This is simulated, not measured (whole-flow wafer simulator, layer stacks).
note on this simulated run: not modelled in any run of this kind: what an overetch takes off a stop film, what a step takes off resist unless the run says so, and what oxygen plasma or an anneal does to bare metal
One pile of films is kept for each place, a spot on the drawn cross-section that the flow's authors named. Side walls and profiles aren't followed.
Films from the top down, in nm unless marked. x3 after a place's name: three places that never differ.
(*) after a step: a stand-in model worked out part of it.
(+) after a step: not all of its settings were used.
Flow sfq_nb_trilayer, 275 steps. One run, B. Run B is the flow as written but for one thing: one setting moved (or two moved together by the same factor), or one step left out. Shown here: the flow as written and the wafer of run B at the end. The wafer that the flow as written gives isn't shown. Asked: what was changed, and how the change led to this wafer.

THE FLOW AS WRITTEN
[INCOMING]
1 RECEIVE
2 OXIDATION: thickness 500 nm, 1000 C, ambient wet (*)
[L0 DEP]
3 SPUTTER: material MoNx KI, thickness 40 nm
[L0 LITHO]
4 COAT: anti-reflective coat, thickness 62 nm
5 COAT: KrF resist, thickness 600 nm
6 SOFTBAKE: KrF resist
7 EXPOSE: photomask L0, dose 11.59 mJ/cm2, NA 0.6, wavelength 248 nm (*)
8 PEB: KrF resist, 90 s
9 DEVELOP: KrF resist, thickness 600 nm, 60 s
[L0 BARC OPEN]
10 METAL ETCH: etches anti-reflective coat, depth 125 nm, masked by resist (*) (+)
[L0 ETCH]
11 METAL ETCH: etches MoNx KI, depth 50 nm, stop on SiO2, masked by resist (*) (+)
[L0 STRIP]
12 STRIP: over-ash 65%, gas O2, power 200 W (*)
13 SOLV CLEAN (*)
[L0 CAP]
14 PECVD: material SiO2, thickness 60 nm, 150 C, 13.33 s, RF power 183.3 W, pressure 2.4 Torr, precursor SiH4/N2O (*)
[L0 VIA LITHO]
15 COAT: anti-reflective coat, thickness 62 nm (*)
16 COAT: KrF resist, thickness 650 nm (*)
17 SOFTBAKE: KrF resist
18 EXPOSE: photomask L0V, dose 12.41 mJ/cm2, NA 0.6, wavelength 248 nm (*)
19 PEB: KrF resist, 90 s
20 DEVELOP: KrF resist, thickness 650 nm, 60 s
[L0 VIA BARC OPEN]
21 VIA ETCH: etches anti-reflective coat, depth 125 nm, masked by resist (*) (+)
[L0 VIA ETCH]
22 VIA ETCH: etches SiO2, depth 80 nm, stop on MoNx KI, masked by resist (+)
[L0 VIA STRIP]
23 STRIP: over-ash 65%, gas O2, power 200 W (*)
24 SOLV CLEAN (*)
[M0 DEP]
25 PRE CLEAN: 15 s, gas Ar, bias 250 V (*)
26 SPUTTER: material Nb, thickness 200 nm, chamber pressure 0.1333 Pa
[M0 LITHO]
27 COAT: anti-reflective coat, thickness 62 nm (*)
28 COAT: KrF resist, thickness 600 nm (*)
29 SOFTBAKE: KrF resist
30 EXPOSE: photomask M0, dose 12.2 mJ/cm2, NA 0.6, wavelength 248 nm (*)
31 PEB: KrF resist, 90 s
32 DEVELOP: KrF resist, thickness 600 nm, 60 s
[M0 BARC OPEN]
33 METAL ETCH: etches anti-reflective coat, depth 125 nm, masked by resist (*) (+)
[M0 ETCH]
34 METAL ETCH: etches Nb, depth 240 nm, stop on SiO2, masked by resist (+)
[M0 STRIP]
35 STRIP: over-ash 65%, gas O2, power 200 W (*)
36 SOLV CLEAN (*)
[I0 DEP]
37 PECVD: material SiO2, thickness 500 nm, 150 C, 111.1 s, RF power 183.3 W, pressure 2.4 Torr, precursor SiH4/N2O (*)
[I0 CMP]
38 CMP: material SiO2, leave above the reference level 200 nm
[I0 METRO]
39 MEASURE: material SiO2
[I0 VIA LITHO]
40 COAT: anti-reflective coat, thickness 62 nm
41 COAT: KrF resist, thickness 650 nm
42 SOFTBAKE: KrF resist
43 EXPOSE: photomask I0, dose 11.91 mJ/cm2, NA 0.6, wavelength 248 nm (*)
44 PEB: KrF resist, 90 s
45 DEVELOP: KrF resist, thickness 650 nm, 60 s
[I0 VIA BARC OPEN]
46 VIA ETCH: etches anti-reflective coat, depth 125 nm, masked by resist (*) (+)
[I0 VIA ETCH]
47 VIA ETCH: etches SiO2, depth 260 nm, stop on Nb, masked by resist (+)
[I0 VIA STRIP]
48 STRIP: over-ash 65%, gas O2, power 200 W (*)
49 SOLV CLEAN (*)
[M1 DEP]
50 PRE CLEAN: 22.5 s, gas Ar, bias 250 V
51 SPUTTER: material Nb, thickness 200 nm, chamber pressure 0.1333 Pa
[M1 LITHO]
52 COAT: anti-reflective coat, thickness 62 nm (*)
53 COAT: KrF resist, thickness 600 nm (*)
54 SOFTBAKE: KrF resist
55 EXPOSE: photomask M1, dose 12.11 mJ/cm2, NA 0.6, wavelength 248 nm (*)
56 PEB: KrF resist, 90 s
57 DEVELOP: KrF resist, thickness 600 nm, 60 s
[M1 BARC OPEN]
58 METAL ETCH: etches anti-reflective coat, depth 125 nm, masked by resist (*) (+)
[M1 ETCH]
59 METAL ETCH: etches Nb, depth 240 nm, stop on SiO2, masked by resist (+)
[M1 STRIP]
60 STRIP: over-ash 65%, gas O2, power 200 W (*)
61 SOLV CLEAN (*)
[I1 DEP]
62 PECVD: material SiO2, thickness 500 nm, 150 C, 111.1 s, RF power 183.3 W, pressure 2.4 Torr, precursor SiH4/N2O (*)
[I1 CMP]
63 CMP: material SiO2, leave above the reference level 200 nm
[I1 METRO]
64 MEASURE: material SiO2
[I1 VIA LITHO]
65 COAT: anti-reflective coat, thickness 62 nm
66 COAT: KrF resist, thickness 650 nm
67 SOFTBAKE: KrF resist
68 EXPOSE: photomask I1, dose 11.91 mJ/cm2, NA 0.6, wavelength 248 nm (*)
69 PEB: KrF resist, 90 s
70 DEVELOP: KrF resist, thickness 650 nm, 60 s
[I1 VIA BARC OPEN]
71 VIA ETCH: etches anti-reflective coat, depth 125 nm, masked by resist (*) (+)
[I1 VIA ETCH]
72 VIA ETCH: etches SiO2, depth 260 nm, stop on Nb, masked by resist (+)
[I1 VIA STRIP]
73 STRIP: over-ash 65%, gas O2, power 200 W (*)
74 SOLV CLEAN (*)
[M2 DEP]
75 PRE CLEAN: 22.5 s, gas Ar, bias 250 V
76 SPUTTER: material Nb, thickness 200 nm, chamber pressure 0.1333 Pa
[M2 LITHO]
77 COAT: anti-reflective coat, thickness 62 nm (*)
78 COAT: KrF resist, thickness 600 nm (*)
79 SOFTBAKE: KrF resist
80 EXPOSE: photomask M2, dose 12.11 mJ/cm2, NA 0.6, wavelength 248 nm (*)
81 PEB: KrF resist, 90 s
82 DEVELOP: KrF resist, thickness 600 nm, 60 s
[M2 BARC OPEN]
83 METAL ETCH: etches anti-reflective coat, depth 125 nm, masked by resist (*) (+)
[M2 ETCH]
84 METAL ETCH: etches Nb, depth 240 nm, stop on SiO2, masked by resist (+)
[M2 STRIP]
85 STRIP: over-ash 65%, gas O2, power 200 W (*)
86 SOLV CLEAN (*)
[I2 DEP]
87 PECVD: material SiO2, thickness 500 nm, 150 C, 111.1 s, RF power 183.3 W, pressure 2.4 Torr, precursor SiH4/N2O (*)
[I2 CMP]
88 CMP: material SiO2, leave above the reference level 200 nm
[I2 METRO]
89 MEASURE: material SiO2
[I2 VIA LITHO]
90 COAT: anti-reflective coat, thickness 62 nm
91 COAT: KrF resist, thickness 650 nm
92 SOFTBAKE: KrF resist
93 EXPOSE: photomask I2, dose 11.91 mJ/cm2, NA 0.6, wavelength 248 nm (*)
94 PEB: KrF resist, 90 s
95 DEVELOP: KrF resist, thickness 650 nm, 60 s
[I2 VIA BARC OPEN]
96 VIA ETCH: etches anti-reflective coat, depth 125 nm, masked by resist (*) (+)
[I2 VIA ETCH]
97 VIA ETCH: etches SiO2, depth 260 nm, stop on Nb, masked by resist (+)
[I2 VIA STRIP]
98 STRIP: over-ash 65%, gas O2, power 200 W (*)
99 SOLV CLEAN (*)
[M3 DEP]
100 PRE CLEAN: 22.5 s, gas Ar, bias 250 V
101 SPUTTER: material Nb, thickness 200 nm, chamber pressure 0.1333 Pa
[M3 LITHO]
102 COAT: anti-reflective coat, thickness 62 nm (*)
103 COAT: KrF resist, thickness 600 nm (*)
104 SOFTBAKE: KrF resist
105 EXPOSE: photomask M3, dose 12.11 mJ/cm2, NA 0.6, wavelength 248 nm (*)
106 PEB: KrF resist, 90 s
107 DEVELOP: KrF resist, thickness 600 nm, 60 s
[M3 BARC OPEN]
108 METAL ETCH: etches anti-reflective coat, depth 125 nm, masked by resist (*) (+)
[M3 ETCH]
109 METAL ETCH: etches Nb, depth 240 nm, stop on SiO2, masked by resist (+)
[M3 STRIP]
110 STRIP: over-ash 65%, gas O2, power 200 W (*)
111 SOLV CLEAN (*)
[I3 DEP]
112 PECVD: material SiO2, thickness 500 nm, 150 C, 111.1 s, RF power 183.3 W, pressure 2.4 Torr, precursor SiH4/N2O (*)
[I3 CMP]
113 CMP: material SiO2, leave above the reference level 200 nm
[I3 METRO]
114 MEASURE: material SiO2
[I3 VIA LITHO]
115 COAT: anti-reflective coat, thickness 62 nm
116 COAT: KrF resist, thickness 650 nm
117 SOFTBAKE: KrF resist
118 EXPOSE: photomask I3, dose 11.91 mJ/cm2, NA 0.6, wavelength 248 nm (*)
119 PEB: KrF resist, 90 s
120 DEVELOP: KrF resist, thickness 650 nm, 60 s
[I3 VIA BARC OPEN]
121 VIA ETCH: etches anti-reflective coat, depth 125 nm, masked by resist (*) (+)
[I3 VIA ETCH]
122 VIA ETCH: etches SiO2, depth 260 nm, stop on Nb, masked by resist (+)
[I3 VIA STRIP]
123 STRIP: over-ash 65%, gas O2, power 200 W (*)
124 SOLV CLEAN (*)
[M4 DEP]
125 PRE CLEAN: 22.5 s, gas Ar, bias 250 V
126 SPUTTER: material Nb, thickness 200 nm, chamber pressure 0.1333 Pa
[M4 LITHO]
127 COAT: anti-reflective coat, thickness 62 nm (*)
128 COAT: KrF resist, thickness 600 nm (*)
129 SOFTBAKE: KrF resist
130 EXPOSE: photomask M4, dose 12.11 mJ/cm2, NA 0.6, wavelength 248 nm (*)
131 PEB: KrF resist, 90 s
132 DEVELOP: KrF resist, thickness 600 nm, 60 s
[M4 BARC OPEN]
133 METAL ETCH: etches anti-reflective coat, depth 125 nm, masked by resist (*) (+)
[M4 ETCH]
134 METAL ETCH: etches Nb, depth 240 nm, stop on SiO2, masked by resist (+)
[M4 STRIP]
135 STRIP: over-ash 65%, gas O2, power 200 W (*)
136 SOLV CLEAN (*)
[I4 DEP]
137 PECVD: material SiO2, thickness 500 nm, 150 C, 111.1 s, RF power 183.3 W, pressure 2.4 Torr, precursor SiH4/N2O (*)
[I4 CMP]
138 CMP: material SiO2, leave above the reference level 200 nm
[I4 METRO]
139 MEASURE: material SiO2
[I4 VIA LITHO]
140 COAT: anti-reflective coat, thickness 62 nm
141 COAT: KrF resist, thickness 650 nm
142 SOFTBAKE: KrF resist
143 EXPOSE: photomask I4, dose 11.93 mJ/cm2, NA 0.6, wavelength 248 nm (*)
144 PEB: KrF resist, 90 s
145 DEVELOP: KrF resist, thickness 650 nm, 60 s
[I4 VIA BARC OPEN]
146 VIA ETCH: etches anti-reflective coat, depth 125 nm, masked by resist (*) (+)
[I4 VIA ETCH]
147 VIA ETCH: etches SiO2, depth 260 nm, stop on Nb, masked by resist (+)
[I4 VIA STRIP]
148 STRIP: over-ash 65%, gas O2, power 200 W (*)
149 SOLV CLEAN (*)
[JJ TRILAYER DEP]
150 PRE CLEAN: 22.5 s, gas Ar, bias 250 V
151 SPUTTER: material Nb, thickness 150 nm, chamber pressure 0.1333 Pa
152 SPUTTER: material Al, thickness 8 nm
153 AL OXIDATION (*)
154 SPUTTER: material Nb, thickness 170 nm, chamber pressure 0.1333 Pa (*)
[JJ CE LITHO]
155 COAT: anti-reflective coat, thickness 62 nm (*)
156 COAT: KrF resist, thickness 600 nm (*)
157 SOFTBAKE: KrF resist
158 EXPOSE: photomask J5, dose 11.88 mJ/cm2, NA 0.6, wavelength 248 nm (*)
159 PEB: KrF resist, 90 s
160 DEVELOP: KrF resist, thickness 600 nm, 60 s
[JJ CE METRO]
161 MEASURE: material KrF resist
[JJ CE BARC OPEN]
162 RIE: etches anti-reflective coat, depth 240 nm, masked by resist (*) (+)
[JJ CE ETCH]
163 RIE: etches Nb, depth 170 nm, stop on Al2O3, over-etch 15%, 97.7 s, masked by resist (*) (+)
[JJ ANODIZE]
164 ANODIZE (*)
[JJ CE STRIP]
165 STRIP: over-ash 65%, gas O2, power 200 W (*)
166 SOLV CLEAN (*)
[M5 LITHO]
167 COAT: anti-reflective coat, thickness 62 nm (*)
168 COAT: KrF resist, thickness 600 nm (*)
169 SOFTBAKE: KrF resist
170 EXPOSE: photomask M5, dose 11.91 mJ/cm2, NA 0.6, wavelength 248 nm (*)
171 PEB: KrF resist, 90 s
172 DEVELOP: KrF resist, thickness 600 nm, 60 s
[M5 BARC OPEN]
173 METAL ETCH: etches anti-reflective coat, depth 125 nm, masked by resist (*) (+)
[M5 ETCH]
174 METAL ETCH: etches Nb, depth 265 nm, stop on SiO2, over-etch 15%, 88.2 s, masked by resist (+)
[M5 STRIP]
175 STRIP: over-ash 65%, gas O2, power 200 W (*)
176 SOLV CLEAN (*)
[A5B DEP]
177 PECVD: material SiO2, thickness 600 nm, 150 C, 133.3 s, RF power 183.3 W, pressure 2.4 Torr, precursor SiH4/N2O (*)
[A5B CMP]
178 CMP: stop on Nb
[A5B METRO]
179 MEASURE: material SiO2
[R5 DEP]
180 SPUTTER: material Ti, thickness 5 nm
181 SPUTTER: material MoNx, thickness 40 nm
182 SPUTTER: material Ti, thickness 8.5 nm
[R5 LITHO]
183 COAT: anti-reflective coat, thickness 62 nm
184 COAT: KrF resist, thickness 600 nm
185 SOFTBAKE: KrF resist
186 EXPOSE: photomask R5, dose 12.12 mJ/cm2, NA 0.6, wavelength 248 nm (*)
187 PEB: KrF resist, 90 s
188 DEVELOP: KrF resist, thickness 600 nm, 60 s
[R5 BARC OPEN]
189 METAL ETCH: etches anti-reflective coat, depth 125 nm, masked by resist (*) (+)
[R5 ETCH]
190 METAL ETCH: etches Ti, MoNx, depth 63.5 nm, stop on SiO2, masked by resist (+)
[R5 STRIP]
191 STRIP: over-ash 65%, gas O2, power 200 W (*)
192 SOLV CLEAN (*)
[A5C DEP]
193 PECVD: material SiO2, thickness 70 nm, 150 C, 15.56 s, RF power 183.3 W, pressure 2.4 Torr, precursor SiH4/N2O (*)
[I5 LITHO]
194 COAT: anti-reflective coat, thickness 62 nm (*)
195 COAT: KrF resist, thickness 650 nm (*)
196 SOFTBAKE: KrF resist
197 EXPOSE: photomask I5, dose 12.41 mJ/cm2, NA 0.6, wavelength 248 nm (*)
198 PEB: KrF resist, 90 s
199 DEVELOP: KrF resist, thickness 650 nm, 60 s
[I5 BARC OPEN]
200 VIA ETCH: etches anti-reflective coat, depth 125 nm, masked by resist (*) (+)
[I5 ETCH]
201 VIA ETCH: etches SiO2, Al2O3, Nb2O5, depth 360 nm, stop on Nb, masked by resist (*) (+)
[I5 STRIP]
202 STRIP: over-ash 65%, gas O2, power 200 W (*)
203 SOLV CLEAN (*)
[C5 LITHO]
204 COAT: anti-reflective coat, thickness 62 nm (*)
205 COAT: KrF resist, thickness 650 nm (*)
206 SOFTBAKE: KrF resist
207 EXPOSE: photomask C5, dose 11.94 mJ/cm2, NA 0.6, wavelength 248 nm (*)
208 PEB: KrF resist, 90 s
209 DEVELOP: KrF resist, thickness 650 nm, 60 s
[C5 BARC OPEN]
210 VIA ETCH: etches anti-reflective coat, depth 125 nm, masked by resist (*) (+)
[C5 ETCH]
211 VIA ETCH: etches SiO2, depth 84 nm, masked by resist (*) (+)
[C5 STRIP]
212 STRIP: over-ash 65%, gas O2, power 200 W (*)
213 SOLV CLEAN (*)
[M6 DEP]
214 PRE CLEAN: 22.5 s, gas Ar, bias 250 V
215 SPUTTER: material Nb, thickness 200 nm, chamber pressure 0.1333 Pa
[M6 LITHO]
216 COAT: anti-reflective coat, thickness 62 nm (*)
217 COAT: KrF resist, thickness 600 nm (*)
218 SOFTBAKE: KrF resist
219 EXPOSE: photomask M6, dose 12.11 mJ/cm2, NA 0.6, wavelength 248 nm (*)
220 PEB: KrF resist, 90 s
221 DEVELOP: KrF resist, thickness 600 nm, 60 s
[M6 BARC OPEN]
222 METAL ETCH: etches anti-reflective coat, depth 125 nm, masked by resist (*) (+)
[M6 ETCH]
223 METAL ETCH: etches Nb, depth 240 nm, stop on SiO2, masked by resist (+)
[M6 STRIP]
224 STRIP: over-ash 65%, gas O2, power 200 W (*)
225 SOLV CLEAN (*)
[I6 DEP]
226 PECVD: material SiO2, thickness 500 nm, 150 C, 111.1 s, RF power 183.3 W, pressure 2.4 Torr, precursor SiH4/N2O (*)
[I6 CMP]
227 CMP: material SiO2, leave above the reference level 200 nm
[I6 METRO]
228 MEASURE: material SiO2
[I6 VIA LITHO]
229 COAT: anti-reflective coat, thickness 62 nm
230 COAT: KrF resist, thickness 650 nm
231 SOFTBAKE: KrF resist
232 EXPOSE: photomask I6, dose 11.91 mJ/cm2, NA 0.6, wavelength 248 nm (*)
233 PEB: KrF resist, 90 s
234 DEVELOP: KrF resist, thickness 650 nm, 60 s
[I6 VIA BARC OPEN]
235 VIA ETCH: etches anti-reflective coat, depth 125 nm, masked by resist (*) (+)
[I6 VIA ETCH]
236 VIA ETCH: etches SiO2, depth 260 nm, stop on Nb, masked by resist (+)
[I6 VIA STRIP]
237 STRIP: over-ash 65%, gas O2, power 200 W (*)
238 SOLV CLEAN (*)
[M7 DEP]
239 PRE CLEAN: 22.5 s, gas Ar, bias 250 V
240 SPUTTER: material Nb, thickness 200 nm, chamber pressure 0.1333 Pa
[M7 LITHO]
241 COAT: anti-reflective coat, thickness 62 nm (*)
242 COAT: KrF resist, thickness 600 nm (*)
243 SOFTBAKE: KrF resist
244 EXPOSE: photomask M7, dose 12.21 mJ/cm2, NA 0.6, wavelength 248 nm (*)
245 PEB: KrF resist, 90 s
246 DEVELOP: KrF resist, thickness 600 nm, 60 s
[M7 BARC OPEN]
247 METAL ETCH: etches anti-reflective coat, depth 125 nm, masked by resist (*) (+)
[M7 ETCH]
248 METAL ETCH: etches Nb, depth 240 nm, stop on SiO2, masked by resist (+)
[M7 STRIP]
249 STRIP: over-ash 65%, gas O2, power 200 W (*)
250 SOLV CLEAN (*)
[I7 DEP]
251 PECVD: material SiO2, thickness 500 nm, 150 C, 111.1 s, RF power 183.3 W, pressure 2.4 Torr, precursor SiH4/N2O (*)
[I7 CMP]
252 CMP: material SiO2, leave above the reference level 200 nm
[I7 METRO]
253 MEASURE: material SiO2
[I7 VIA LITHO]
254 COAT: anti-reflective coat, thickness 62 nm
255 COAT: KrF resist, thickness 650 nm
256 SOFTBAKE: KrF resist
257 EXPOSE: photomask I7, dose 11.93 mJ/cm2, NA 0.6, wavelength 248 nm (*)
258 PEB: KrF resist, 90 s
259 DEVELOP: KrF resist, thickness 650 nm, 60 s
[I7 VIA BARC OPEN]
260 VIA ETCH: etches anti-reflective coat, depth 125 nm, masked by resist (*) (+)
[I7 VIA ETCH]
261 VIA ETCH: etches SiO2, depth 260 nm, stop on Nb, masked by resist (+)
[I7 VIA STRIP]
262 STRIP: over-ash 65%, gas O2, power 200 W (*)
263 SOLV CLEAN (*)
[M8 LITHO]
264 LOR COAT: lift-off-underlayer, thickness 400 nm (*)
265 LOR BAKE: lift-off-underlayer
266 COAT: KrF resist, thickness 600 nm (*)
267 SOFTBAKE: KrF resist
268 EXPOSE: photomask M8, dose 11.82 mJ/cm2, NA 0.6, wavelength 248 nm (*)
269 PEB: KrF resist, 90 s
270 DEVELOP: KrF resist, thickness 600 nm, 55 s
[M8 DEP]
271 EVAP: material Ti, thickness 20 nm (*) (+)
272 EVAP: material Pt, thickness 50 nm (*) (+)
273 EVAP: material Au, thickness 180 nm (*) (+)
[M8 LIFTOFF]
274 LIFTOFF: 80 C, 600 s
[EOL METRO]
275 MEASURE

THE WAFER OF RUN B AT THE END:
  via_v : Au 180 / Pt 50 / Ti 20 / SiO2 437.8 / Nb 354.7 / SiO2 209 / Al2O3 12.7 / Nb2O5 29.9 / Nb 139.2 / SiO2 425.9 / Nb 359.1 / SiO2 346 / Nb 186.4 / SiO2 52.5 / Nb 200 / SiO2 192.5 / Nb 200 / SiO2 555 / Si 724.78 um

The cause: step 72, VIA ETCH: depth 139.8 nm was run, where the flow has depth 260 nm.

How the change led to this, step by step:
  72 VIA ETCH: etches SiO2, depth 260 nm, stop on Nb, masked by resist (+)
      via_v: SiO2 -139.8 (as written it would be: SiO2 -199.8 (all of it))
      field_l, v_sur, via_wl and 102 more: KrF resist -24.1 (as written it would be: KrF resist -44.8)
  73 STRIP: over-ash 65%, gas O2, power 200 W (*)
      field_l, v_sur, via_wl and 102 more: KrF resist -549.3 (all of it), anti-reflective coat -62 (all of it) (as written it would be: KrF resist -528.6 (all of it), anti-reflective coat -62 (all of it))
  75 PRE CLEAN: 22.5 s, gas Ar, bias 250 V
      via_v: SiO2 -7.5 (as written it would be: Nb -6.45)
  76 SPUTTER: material Nb, thickness 200 nm, chamber pressure 0.1333 Pa
      via_v: Nb +186.4 (new film) (as written it would be: Nb +174.5)
  77 COAT: anti-reflective coat, thickness 62 nm (*)
      via_sp: anti-reflective coat +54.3 (new film) (as written it would be: anti-reflective coat +53.2 (new film))
      via_v: anti-reflective coat +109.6 (new film) (as written it would be: anti-reflective coat +123.1 (new film))
      (and at 1 more place)
  78 COAT: KrF resist, thickness 600 nm (*)
      via_v: KrF resist +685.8 (new film) (as written it would be: KrF resist +733.7 (new film))
  85 STRIP: over-ash 65%, gas O2, power 200 W (*)
      via_sp: KrF resist -378.3 (all of it), anti-reflective coat -54.3 (all of it) (as written it would be: KrF resist -374.4 (all of it), anti-reflective coat -53.2 (all of it))
      via_v: KrF resist -467.9 (all of it), anti-reflective coat -109.6 (all of it) (as written it would be: KrF resist -515.8 (all of it), anti-reflective coat -123.1 (all of it))
      (and at 1 more place)
  87 PECVD: material SiO2, thickness 500 nm, 150 C, 111.1 s, RF power 183.3 W, pressure 2.4 Torr, precursor SiH4/N2O (*)
      via_v: SiO2 +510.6 (new film) (as written it would be: SiO2 +606 (new film))
  88 CMP: material SiO2, leave above the reference level 200 nm
      via_v: SiO2 -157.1 (as written it would be: SiO2 -181.6)
Counting metal films that touch as one body, via_v has 7 bodies (between them, from the top down: SiO2 437.8; SiO2 209 / Al2O3 12.7 / Nb2O5 29.9; SiO2 425.9; SiO2 346; SiO2 52.5; SiO2 192.5); the flow as written gives 6 bodies (between them, from the top down: SiO2 437.8; SiO2 209 / Al2O3 12.7 / Nb2O5 29.9; SiO2 425.9; SiO2 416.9; SiO2 192.5).
